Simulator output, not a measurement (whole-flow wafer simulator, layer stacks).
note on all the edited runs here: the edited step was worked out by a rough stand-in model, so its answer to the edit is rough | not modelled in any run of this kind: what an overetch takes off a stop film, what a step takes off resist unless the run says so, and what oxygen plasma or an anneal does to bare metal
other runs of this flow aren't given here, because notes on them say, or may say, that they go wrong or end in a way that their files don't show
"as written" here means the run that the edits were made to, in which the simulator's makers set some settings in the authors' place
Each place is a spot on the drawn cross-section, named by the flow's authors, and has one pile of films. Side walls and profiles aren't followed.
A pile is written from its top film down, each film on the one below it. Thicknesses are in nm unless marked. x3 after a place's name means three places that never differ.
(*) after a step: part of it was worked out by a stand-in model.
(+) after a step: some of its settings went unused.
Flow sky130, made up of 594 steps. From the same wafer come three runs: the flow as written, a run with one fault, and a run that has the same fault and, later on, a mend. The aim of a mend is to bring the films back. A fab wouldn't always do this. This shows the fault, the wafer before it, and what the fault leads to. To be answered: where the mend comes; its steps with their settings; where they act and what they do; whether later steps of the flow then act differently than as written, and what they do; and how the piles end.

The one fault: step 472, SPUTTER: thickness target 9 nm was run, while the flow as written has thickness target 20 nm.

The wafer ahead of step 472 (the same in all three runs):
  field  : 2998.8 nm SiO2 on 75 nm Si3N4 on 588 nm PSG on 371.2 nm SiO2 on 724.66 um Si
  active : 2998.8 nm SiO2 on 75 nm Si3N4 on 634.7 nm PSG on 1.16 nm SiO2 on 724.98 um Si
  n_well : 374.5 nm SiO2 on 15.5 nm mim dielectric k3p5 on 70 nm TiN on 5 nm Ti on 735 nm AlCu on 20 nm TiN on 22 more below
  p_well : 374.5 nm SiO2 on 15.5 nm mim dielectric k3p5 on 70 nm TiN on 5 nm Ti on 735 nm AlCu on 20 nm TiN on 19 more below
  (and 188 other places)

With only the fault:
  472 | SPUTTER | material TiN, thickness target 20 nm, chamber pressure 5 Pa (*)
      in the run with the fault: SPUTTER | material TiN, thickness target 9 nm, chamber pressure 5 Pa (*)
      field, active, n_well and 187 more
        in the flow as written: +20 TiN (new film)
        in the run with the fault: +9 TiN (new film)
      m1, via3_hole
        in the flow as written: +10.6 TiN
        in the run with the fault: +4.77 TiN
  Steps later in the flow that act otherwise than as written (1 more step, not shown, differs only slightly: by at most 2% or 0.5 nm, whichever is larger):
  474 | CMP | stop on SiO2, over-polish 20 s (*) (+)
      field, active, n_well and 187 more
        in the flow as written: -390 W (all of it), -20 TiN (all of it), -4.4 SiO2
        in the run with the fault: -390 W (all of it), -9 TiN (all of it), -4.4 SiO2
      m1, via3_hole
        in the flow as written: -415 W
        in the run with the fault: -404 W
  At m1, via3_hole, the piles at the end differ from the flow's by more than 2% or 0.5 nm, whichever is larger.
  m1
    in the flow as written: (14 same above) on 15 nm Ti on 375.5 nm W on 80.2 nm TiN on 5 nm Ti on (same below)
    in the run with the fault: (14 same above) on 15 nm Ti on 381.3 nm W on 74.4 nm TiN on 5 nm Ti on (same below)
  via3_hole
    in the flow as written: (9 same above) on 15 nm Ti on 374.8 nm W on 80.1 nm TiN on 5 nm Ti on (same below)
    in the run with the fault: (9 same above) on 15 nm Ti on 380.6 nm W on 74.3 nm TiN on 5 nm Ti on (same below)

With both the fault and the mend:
  After step 472 comes the mend.
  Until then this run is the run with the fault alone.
  472a | SPUTTER | material TiN, thickness target 11 nm, chamber pressure 5 Pa (*) (the flow's step 472, run once more with other settings)
      field, active, n_well and 187 more
        +11 TiN
      m1
        +5.79 TiN
      via3_hole
        +5.76 TiN
  Every later step of the flow that is run acts as written at every place that is followed.
  When the end is reached, the piles differ only a little from the flow's at the places that both follow, at most by 2% or 0.5 nm, whichever is larger.
